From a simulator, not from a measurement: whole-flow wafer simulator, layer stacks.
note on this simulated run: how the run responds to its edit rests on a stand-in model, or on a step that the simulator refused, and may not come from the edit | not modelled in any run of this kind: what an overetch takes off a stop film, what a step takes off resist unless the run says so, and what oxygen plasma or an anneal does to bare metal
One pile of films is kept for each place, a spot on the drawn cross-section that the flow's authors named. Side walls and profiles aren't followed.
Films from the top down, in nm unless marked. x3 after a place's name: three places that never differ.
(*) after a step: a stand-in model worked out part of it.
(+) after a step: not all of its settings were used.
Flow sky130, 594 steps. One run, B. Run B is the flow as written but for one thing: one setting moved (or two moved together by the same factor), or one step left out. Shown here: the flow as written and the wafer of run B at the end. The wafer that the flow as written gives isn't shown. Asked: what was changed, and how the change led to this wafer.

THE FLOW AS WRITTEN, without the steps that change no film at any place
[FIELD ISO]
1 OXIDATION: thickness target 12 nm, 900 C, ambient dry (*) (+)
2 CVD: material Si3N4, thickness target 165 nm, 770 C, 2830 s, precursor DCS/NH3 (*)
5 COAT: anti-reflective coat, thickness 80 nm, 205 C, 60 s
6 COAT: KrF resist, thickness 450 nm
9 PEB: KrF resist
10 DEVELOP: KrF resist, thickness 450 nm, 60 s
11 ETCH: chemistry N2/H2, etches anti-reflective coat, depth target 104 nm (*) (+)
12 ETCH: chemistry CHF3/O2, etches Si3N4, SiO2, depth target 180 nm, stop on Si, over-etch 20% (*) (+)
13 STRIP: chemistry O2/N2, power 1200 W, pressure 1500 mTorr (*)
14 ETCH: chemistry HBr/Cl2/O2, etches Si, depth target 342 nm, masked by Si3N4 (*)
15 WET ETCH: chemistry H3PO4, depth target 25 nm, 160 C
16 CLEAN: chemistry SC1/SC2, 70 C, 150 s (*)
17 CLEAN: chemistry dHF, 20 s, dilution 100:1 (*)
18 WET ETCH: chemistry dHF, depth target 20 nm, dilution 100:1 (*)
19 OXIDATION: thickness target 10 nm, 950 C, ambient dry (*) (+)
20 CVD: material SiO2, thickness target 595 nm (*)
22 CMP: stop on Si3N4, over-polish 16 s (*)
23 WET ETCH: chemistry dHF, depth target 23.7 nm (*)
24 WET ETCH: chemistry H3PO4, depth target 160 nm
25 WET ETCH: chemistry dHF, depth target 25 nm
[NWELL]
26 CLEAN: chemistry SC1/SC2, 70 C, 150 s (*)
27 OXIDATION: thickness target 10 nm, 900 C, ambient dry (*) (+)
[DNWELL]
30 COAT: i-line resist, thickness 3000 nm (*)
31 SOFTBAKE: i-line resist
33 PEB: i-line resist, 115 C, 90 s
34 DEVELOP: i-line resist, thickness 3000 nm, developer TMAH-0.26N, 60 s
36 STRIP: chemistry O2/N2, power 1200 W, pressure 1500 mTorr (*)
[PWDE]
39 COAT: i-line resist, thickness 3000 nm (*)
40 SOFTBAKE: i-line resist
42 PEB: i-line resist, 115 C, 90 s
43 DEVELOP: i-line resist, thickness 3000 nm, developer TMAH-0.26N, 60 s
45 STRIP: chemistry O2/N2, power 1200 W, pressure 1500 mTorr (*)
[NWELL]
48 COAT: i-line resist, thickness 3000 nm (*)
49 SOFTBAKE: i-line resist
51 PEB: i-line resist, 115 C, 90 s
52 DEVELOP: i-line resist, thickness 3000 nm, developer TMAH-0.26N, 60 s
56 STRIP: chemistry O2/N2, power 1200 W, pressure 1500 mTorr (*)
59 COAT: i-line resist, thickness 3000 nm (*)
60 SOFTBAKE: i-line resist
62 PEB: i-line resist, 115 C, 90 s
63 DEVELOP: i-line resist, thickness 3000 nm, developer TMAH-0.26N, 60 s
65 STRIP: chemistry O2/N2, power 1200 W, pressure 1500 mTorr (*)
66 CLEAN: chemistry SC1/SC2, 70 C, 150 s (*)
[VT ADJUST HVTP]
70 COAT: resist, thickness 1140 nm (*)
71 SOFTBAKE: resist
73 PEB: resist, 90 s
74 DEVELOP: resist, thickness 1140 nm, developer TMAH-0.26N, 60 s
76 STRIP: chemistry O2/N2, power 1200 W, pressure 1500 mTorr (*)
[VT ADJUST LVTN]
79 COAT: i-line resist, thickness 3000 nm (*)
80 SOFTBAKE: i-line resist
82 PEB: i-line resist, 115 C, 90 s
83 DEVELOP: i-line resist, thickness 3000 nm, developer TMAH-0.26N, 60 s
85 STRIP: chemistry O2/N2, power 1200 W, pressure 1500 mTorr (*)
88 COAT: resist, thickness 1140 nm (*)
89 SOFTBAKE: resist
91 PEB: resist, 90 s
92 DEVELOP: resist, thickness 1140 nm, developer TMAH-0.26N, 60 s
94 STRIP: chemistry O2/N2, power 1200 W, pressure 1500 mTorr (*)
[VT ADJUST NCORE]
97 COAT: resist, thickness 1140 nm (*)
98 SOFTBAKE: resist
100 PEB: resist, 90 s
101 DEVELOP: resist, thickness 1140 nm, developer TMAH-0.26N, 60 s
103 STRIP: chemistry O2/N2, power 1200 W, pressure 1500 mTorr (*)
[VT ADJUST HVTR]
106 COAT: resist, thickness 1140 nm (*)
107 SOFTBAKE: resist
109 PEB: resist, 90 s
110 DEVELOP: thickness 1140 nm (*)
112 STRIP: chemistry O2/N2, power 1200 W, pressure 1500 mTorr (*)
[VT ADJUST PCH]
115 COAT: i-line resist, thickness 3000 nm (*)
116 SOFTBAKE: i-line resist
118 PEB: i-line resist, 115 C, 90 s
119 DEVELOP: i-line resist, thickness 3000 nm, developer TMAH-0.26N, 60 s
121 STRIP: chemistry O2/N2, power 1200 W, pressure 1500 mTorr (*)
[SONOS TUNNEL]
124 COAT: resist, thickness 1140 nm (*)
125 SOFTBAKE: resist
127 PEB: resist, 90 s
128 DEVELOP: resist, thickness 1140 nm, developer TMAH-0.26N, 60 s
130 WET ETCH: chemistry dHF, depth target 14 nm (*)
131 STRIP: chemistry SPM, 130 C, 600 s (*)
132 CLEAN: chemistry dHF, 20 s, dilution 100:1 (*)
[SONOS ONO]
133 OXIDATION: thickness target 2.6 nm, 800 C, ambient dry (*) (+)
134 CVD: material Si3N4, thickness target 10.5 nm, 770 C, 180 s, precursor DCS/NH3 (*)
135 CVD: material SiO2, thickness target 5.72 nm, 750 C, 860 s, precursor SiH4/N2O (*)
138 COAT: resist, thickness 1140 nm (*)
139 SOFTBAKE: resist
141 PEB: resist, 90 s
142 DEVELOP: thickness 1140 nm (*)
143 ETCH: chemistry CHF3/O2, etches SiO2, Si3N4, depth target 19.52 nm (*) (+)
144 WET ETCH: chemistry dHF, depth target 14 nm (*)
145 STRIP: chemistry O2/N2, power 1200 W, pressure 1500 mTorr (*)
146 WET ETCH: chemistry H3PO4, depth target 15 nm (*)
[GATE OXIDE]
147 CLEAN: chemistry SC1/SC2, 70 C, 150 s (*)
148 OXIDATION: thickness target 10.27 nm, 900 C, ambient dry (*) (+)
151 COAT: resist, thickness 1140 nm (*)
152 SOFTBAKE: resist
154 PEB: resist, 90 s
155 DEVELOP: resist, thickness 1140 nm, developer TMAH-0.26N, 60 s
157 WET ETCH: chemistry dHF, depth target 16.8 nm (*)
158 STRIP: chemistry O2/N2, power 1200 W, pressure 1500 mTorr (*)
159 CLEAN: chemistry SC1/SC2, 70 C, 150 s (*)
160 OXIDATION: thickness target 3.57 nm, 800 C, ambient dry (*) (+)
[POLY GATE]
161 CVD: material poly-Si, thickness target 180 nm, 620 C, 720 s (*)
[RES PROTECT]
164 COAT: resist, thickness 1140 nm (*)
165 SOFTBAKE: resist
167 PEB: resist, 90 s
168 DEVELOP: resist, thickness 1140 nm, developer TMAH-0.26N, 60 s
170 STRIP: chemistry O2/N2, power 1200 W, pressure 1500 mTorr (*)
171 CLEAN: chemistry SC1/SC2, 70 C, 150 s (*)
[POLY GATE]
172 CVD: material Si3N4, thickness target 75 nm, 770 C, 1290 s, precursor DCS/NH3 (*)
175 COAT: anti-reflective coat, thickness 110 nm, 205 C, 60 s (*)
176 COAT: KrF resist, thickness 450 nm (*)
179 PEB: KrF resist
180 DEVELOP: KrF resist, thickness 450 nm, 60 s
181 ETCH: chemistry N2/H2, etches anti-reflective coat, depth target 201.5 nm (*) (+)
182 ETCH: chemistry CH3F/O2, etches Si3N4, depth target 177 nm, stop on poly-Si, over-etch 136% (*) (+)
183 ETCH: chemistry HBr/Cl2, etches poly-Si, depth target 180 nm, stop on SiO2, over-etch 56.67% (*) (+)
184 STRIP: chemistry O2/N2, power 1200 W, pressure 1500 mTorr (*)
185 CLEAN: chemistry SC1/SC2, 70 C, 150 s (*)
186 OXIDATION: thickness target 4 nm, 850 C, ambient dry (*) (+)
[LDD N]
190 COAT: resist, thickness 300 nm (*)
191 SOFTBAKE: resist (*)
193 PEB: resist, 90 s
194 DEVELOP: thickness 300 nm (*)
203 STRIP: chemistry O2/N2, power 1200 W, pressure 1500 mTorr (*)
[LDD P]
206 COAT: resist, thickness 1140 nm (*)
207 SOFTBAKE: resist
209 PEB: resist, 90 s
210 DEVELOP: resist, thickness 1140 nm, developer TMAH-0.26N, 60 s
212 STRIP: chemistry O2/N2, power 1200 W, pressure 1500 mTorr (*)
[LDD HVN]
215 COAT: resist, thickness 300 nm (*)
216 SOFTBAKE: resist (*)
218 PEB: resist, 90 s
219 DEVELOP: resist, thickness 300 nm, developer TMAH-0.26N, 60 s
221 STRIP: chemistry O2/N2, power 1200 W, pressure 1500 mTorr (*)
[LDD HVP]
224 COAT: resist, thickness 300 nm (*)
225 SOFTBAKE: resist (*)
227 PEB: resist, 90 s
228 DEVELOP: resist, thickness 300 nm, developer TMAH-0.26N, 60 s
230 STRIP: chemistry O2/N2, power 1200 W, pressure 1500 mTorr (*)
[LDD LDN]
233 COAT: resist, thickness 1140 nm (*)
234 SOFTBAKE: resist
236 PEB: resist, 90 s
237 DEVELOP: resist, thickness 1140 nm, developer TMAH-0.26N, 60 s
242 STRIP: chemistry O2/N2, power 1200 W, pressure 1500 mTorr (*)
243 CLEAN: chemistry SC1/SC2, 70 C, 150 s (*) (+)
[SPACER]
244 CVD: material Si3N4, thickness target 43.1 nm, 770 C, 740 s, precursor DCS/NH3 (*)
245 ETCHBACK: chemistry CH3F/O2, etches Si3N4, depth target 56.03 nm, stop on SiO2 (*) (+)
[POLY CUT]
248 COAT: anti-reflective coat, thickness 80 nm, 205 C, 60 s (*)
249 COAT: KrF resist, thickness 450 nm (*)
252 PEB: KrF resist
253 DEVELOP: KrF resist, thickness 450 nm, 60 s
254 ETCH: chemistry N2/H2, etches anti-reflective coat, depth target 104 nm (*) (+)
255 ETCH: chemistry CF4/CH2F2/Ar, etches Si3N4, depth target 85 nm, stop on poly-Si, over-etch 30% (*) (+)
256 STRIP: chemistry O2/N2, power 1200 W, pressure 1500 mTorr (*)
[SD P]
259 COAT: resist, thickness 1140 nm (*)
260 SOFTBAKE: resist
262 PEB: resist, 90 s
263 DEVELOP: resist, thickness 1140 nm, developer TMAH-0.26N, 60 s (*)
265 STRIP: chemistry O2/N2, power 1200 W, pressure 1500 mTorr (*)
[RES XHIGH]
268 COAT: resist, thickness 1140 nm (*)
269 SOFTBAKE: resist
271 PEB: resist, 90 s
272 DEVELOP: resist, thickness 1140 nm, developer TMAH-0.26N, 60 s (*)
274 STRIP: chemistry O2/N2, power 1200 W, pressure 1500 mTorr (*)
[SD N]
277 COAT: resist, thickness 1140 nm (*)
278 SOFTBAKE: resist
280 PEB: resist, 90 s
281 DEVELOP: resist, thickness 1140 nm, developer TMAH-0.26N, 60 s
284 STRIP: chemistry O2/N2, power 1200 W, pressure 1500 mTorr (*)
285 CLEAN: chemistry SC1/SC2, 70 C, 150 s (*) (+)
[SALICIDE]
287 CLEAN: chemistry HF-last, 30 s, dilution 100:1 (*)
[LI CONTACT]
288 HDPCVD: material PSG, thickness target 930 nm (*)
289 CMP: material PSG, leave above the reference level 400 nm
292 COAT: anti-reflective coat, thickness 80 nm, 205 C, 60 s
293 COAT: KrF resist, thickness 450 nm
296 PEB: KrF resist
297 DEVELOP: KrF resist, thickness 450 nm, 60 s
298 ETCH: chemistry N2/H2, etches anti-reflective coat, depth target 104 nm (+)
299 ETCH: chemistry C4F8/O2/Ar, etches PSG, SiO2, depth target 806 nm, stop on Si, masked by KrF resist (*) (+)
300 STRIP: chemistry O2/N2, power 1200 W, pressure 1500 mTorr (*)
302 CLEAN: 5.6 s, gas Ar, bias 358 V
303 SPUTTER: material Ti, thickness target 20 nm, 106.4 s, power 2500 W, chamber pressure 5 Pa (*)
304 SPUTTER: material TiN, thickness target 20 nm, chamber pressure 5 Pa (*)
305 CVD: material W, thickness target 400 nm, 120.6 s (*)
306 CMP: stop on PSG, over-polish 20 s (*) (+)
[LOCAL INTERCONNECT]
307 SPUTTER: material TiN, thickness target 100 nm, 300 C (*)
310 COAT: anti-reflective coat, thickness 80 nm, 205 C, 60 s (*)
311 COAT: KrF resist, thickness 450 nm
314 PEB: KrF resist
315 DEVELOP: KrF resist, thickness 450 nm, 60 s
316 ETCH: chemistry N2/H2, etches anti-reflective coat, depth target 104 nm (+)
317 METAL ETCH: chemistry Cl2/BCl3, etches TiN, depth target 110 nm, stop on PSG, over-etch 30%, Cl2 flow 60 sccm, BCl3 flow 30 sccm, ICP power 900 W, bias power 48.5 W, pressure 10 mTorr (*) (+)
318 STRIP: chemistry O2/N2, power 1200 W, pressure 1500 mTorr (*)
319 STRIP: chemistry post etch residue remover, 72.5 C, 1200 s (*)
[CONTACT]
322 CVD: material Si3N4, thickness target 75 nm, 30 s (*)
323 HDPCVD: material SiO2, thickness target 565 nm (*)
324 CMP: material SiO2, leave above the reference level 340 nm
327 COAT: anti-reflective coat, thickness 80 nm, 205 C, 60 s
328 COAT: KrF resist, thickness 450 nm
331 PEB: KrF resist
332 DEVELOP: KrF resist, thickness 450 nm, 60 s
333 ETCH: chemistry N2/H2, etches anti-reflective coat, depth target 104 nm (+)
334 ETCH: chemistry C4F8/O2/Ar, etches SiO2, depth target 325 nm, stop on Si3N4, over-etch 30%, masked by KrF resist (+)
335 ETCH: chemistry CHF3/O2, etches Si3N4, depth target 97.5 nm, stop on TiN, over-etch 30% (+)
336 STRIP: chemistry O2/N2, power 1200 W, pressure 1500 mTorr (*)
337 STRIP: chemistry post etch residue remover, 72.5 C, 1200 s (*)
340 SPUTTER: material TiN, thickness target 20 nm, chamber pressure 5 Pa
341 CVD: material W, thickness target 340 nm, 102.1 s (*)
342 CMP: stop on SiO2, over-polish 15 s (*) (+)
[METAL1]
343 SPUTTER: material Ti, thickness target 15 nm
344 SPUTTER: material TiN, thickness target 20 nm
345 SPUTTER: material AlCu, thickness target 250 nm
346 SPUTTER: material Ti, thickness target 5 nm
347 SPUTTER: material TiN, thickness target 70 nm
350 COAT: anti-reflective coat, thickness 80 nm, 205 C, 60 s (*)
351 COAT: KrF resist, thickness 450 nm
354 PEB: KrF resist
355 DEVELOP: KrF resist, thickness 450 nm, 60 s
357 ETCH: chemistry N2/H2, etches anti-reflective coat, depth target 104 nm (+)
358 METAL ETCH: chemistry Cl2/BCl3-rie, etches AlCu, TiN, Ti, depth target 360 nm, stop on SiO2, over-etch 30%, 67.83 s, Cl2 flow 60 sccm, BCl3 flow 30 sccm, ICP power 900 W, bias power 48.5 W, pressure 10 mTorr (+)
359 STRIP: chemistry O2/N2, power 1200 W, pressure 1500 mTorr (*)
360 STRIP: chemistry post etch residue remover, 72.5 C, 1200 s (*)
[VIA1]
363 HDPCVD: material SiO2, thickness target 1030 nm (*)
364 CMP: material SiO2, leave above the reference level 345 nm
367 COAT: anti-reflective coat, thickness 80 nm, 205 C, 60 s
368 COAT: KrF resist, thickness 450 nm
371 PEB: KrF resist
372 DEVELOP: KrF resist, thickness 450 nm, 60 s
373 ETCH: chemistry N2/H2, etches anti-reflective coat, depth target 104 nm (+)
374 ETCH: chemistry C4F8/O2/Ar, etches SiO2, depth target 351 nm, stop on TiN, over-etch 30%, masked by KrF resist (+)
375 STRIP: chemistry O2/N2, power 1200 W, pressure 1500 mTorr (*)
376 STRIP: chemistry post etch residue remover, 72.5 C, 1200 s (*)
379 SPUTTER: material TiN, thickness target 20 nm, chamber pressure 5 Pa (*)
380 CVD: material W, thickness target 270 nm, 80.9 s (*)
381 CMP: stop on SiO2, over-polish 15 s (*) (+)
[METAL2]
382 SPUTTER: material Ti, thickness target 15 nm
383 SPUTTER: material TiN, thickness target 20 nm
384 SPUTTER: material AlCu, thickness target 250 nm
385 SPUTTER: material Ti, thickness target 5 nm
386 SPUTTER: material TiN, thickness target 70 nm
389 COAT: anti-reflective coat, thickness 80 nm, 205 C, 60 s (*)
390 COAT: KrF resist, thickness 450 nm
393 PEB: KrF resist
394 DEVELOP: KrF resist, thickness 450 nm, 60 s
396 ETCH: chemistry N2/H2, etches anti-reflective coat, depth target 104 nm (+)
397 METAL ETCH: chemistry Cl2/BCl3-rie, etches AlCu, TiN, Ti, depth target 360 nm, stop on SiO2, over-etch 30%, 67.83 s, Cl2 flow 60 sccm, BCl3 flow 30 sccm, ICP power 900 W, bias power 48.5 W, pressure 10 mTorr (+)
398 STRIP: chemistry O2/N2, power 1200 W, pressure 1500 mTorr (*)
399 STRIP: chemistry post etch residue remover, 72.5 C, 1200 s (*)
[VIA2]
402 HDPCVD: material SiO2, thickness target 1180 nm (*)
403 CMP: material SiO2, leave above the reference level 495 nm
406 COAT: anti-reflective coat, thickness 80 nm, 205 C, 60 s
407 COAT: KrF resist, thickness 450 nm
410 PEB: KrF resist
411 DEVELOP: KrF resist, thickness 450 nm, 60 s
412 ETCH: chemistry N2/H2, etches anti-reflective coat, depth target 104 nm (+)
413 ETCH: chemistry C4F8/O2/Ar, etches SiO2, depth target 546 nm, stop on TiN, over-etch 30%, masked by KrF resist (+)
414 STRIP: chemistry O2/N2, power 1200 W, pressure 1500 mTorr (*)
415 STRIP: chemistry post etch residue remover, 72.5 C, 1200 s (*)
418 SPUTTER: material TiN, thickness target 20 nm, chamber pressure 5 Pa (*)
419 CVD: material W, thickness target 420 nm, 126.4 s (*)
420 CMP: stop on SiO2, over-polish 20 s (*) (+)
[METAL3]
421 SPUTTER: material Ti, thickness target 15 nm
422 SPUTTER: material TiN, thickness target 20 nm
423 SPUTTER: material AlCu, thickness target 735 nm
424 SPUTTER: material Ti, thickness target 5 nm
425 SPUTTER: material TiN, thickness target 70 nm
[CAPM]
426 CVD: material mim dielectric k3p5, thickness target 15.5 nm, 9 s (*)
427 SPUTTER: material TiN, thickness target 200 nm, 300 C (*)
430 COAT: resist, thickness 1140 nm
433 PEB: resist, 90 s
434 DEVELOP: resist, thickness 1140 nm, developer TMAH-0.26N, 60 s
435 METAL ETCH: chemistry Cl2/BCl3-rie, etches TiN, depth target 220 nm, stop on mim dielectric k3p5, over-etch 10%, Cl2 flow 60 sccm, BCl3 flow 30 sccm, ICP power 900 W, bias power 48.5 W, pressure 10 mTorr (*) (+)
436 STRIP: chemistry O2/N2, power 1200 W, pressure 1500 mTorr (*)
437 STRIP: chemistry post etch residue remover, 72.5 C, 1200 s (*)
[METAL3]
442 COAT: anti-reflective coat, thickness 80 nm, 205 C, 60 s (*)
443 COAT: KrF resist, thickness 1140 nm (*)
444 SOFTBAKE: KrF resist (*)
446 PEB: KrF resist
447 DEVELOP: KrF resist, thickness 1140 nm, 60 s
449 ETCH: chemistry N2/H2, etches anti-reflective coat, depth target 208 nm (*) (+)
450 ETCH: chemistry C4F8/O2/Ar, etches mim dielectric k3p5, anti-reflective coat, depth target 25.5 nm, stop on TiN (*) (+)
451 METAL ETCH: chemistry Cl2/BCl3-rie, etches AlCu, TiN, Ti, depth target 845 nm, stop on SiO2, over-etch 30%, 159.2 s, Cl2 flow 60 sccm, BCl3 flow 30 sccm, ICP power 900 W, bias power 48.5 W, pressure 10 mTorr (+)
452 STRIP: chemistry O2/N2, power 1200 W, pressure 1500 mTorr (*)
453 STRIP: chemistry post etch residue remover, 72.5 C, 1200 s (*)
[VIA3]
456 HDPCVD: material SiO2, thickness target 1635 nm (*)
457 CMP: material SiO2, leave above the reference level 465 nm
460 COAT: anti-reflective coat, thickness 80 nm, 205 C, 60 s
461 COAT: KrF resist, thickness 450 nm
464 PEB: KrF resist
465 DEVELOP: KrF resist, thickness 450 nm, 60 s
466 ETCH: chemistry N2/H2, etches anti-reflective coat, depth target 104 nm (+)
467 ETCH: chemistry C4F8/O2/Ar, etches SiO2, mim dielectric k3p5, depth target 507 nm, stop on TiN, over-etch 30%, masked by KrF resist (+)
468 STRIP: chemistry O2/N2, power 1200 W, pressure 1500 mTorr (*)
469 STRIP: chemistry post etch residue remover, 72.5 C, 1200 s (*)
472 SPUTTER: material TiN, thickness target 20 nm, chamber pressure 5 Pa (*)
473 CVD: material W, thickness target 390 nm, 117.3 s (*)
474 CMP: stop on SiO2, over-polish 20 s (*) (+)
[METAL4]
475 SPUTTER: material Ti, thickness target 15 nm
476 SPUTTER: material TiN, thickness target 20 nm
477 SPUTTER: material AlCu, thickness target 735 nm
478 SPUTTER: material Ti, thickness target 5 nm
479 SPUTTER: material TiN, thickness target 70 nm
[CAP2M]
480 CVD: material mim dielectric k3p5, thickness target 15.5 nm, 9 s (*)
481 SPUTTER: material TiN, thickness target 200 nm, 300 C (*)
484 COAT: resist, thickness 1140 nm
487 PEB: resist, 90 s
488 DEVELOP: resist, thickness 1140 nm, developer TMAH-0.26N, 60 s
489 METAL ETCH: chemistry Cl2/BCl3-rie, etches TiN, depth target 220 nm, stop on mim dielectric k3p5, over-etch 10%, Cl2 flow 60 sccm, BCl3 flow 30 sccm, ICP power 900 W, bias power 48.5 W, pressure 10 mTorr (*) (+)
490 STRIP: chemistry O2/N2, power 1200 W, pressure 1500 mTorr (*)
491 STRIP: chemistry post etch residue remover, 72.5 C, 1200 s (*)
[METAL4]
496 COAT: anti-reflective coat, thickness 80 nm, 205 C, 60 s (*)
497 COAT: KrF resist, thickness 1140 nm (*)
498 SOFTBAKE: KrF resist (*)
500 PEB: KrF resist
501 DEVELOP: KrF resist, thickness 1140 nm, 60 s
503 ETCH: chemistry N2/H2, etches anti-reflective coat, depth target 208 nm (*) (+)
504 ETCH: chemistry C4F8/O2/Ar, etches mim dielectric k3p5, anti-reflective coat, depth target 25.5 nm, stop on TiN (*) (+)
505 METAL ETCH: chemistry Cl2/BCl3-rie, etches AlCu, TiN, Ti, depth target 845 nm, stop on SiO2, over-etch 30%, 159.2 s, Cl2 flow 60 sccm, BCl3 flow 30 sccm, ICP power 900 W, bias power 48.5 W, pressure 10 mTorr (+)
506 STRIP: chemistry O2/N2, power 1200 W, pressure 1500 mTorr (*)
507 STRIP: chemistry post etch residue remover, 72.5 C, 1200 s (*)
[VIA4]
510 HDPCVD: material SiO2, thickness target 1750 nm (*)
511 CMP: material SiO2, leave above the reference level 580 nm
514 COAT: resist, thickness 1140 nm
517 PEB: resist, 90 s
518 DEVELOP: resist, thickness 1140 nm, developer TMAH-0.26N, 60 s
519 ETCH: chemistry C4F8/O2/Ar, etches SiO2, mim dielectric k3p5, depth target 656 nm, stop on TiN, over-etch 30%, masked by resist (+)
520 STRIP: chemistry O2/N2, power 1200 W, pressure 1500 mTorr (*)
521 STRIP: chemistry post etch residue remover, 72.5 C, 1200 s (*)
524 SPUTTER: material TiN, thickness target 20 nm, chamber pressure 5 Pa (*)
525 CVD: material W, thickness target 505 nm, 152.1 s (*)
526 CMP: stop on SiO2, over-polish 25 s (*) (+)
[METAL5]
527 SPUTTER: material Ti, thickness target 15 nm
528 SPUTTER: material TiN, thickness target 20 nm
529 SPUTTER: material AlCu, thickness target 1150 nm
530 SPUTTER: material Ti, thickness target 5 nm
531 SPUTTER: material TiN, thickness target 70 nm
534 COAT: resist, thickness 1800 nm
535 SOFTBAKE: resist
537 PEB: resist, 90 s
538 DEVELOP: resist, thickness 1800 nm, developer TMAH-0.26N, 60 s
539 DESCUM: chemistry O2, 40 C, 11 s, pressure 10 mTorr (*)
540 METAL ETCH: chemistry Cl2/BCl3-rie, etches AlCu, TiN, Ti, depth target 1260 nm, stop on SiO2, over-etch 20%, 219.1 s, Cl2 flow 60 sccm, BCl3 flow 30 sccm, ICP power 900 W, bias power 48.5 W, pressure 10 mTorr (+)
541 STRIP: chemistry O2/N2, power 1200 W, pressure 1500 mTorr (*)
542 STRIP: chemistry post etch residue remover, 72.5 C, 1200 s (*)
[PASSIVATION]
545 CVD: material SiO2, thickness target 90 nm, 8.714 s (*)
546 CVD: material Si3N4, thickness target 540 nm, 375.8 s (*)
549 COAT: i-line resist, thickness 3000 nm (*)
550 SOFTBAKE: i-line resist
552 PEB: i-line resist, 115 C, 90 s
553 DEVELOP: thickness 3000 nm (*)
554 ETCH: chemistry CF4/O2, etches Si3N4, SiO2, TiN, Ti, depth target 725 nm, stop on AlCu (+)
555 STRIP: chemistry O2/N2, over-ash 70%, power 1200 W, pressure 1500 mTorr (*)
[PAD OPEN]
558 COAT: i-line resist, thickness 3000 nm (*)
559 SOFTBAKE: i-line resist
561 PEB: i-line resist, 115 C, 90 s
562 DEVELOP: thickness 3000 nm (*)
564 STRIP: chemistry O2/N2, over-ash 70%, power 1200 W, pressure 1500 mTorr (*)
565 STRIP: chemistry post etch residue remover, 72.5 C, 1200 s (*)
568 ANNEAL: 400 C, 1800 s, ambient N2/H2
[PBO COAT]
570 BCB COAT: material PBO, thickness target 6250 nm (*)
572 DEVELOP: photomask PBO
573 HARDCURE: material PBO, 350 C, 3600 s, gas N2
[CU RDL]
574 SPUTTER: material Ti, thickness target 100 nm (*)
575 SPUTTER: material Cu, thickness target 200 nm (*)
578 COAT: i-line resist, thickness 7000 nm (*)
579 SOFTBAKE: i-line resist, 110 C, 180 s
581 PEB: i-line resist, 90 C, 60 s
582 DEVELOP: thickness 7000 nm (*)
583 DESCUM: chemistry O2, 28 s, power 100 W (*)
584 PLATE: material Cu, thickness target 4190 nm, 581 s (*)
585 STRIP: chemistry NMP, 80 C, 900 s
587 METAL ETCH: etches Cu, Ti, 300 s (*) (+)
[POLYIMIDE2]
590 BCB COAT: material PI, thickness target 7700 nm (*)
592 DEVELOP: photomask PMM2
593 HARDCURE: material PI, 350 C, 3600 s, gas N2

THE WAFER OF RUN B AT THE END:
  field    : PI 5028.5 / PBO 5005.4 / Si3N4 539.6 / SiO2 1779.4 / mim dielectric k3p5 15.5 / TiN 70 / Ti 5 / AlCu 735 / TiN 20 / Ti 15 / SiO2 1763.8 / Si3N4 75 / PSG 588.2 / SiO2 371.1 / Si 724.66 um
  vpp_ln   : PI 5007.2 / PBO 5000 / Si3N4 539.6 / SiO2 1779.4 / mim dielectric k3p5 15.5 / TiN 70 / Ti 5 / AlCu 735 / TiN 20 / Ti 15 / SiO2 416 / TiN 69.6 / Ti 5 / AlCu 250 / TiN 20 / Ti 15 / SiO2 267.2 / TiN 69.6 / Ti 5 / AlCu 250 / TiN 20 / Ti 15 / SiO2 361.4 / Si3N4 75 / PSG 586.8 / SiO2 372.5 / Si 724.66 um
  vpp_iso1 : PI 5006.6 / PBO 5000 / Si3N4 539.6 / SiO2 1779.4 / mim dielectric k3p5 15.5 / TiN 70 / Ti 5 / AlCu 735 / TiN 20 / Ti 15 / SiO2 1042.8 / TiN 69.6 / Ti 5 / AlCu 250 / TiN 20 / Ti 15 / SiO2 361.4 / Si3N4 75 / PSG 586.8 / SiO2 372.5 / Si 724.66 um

The cause: step 449, ETCH: chemistry N2/H2, etches anti-reflective coat, depth target 208 nm (*) (+), was left out.

How the change led to this, step by step:
  450 ETCH: chemistry C4F8/O2/Ar, etches mim dielectric k3p5, anti-reflective coat, depth target 25.5 nm, stop on TiN (*) (+)
      field, active, gate and 82 more: anti-reflective coat -25.5 (as written it would be: mim dielectric k3p5 -15.5 (all of it))
      n_well, p_well, gate_hv and 104 more: KrF resist -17 (as written it would be: KrF resist -15.5)
  451 METAL ETCH: chemistry Cl2/BCl3-rie, etches AlCu, TiN, Ti, depth target 845 nm, stop on SiO2, over-etch 30%, 159.2 s, Cl2 flow 60 sccm, BCl3 flow 30 sccm, ICP power 900 W, bias power 48.5 W, pressure 10 mTorr (+)
      iso_guard, vpp_sp, vpp_guard and 50 more: anti-reflective coat -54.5 (all of it) (as written it would be: TiN -70 (all of it), Ti -5 (all of it), AlCu -735 (all of it), TiN -20 (all of it), Ti -15 (all of it), SiO2 -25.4)
      vpp_ln, vpp_iso2, vpp_l1ln and 7 more: anti-reflective coat -54.5 (all of it) (as written it would be: TiN -70 (all of it), Ti -5 (all of it), AlCu -735 (all of it), TiN -20 (all of it), Ti -15 (all of it), SiO2 -25.3)
      (and at 22 more places)
  452 STRIP: chemistry O2/N2, power 1200 W, pressure 1500 mTorr (*)
      n_well, p_well, gate_hv and 80 more: KrF resist -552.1 (all of it), anti-reflective coat -80 (all of it) (as written it would be: KrF resist -486.9 (all of it), anti-reflective coat -80 (all of it))
      m1, via2_hole: KrF resist -552.2 (all of it), anti-reflective coat -80.5 (all of it) (as written it would be: KrF resist -487 (all of it), anti-reflective coat -80.5 (all of it))
      (and at 22 more places)
  456 HDPCVD: material SiO2, thickness target 1635 nm (*)
      field, active, gate and 82 more: SiO2 +1635 (new film) (as written it would be: SiO2 +1635)
  457 CMP: material SiO2, leave above the reference level 465 nm
      field, active, gate and 82 more: SiO2 -1260.5 (as written it would be: SiO2 -374.7)
Counting metal films that touch as one body, field has 1 body; the flow as written gives 0 bodies.
Counting metal films that touch as one body, vpp_ln has 3 bodies (between them, from the top down: SiO2 416; SiO2 267.2); the flow as written gives 2 bodies (between them, from the top down: SiO2 267.2).
Counting metal films that touch as one body, vpp_iso1 has 2 bodies (between them, from the top down: SiO2 1042.8); the flow as written gives 1 body.
